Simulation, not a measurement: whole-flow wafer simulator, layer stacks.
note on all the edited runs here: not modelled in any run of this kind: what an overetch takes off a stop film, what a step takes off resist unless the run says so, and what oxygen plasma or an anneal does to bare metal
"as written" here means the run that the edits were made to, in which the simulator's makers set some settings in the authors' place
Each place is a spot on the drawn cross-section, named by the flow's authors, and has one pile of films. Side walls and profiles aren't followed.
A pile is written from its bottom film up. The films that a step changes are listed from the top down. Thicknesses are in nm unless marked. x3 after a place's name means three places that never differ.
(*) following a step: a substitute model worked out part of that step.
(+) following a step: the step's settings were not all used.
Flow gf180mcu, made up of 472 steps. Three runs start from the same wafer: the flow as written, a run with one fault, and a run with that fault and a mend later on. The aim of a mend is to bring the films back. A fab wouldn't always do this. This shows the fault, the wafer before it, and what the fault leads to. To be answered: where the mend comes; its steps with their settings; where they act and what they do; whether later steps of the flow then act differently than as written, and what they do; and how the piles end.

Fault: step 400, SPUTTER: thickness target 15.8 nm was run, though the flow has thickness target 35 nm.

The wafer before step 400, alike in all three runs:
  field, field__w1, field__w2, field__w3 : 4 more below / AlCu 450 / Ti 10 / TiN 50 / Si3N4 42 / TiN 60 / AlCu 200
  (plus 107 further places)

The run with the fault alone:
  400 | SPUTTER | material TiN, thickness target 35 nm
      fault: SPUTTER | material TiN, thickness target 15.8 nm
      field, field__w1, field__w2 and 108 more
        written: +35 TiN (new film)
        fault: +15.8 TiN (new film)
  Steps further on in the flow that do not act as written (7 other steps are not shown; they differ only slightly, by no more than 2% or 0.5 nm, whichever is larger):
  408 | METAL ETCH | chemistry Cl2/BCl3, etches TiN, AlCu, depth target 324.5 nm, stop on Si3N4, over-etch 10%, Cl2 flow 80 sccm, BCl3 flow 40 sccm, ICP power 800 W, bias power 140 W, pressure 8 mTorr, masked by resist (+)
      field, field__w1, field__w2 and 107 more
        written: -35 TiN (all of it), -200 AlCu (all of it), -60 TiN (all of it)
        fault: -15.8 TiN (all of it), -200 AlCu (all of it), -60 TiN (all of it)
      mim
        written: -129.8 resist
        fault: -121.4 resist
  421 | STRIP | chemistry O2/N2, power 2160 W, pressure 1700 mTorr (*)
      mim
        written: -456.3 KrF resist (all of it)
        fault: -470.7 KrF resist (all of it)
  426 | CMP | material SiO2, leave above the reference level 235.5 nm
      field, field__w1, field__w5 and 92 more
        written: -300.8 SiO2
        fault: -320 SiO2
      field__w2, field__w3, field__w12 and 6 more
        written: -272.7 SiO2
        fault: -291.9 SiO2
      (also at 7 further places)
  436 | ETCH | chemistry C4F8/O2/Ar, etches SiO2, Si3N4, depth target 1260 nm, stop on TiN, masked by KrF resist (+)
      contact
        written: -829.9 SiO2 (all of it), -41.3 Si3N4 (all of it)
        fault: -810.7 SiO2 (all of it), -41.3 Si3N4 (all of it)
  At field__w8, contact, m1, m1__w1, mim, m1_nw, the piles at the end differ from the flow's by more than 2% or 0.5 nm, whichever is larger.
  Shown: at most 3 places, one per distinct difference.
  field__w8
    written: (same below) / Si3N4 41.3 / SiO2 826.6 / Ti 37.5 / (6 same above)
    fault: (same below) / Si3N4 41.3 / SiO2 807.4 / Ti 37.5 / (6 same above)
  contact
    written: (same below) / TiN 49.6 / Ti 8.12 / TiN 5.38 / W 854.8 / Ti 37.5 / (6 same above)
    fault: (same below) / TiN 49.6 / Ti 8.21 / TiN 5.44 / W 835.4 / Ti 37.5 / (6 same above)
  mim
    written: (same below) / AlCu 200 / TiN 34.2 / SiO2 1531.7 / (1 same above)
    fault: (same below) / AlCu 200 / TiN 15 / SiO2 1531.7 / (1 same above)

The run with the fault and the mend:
  The mend follows step 400.
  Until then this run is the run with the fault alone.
  400a | SPUTTER | material TiN, thickness target 19.2 nm (the flow's step 400 again, with other settings)
      field, field__w1, field__w2 and 108 more
        +19.2 TiN
  Later steps of the flow that are run all act as written at every place that is followed.
  At every place that both follow, the piles at the end match the flow's.
